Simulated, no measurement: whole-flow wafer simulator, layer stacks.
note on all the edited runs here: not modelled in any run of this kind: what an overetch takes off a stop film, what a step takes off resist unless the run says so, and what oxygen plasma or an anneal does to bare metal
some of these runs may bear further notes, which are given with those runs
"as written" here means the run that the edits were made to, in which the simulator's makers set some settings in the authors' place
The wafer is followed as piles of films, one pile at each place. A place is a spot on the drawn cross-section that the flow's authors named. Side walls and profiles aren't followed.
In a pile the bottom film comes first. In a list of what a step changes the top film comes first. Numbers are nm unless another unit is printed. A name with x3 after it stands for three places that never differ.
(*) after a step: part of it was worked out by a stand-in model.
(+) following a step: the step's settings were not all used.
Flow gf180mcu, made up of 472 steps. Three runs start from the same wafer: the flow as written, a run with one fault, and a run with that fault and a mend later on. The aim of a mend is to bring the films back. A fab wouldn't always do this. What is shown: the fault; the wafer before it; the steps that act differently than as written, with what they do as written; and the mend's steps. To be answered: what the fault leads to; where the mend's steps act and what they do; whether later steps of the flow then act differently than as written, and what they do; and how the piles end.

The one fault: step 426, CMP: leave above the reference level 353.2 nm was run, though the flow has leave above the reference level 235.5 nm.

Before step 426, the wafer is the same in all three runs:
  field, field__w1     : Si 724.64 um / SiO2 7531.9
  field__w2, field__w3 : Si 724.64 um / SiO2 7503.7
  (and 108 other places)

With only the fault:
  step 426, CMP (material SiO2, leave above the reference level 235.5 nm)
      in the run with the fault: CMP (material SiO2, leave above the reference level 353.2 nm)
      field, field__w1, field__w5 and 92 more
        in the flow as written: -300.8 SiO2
        in the run with the fault: -183.1 SiO2
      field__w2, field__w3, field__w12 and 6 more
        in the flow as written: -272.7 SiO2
        in the run with the fault: -155 SiO2
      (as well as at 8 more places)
  Later steps of the flow acting differently than as written (not shown: 1 more step that differs only slightly, by at most 2% or 0.5 nm, whichever is larger):
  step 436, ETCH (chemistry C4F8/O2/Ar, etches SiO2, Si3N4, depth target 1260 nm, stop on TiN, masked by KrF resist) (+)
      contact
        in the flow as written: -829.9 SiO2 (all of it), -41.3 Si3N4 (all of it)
        in the run with the fault: -947.6 SiO2 (all of it), -41.3 Si3N4 (all of it)
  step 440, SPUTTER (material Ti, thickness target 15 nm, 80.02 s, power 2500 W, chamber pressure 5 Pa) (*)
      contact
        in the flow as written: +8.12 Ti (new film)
        in the run with the fault: +7.59 Ti (new film)
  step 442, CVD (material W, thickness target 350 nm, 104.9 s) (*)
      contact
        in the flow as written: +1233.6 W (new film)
        in the run with the fault: +1352.2 W (new film)
  By the end, the piles at field__w4, field__w8, contact, m1, m1__w1, mim, mim_1p0, m1_nw depart from the flow's by more than 2% or 0.5 nm, whichever is larger.
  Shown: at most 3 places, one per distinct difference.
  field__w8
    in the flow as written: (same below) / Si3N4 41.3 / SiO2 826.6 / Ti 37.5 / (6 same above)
    in the run with the fault: (same below) / Si3N4 41.3 / SiO2 944.3 / Ti 37.5 / (6 same above)
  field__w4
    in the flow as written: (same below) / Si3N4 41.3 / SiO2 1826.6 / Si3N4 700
    in the run with the fault: (same below) / Si3N4 41.3 / SiO2 1944.3 / Si3N4 700
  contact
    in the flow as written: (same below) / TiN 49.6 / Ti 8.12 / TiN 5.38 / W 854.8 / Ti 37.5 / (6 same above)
    in the run with the fault: (same below) / TiN 49.6 / Ti 7.59 / TiN 5.03 / W 973.4 / Ti 37.5 / (6 same above)

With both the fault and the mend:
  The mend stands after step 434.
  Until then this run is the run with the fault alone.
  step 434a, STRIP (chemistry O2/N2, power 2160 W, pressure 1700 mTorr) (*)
      field, field__w1, field__w2 and 108 more
        -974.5 KrF resist (all of it), -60 anti-reflective coat (all of it)
      contact
        -60 anti-reflective coat (all of it)
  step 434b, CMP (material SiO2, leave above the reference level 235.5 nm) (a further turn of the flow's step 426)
      field, field__w1, field__w2 and 109 more
        -117.7 SiO2
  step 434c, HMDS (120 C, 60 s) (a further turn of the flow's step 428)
      alters no film at any place that is followed
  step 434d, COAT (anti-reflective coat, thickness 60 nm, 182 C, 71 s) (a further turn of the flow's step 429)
      field, field__w1, field__w2 and 109 more
        +60 anti-reflective coat (new film)
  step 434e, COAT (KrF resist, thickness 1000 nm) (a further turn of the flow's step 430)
      field, field__w1, field__w2 and 109 more
        +1000 KrF resist (new film)
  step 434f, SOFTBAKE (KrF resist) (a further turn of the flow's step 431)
      alters no film at any place that is followed
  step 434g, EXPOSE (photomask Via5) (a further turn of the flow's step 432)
      alters no film at any place that is followed
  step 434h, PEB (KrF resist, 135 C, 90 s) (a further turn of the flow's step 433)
      field, field__w1, field__w2 and 109 more
        -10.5 KrF resist
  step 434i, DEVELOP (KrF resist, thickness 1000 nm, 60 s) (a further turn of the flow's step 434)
      field, field__w1, field__w2 and 108 more
        -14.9 KrF resist
      contact
        -989.5 KrF resist (all of it)
  Every later step of the flow that is run acts as written at every place that is followed.
  The piles end the same as the flow's at every place that both follow.
